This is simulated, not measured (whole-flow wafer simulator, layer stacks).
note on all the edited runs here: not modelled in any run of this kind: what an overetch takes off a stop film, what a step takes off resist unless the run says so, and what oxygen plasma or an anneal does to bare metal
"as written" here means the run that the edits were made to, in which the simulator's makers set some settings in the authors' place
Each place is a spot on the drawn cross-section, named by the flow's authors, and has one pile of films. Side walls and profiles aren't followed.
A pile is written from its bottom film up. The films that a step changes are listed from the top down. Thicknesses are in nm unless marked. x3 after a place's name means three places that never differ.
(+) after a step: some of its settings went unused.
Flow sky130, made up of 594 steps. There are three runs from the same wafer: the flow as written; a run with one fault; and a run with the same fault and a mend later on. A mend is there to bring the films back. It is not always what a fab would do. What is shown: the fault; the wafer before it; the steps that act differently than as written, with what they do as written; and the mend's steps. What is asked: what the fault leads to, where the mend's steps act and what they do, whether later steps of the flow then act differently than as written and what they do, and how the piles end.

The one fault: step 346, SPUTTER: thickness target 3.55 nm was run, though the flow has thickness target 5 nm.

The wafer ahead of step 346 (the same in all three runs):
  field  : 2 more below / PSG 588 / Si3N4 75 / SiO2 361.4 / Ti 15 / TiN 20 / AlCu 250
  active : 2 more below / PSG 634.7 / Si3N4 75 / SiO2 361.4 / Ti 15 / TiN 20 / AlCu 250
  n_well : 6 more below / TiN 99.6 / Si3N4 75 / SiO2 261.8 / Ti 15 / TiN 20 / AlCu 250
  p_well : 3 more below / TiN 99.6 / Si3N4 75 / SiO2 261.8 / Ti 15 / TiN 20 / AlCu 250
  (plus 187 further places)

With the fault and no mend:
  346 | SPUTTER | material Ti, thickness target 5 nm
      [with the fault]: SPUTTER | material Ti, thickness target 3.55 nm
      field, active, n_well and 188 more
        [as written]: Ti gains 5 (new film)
        [with the fault]: Ti gains 3.55 (new film)
  Later steps of the flow acting differently than as written (20 other steps are not shown; they differ only slightly, by no more than 2% or 0.5 nm, whichever is larger):
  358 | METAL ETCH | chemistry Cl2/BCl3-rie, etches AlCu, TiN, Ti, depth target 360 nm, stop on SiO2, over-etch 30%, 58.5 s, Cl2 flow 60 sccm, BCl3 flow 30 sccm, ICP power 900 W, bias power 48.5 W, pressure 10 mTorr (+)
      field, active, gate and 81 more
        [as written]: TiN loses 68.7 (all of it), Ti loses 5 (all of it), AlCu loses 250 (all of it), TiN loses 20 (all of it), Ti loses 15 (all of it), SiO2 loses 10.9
        [with the fault]: TiN loses 68.7 (all of it), Ti loses 3.55 (all of it), AlCu loses 250 (all of it), TiN loses 20 (all of it), Ti loses 15 (all of it), SiO2 loses 11.1
  The piles end different from the flow's at n_well, p_well, gate_hv and 104 more by more than 2% or 0.5 nm, whichever is larger.
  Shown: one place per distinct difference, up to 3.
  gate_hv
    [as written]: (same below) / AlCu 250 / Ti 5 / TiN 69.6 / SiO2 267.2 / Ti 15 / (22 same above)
    [with the fault]: (same below) / AlCu 250 / Ti 3.55 / TiN 69.6 / SiO2 268.7 / Ti 15 / (22 same above)
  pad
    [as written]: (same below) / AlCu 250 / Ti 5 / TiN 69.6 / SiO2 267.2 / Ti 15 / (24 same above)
    [with the fault]: (same below) / AlCu 250 / Ti 3.55 / TiN 69.6 / SiO2 268.7 / Ti 15 / (24 same above)
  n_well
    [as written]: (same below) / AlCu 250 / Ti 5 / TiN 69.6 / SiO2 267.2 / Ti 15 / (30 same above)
    [with the fault]: (same below) / AlCu 250 / Ti 3.55 / TiN 69.6 / SiO2 268.7 / Ti 15 / (30 same above)

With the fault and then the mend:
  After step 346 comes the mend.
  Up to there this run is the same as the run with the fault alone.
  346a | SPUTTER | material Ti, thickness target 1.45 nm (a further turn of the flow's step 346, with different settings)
      field, active, n_well and 188 more
        Ti gains 1.45
  None of the later steps of the flow acts differently than as written at any place that is followed.
  The piles end the same as the flow's at every place that both follow.
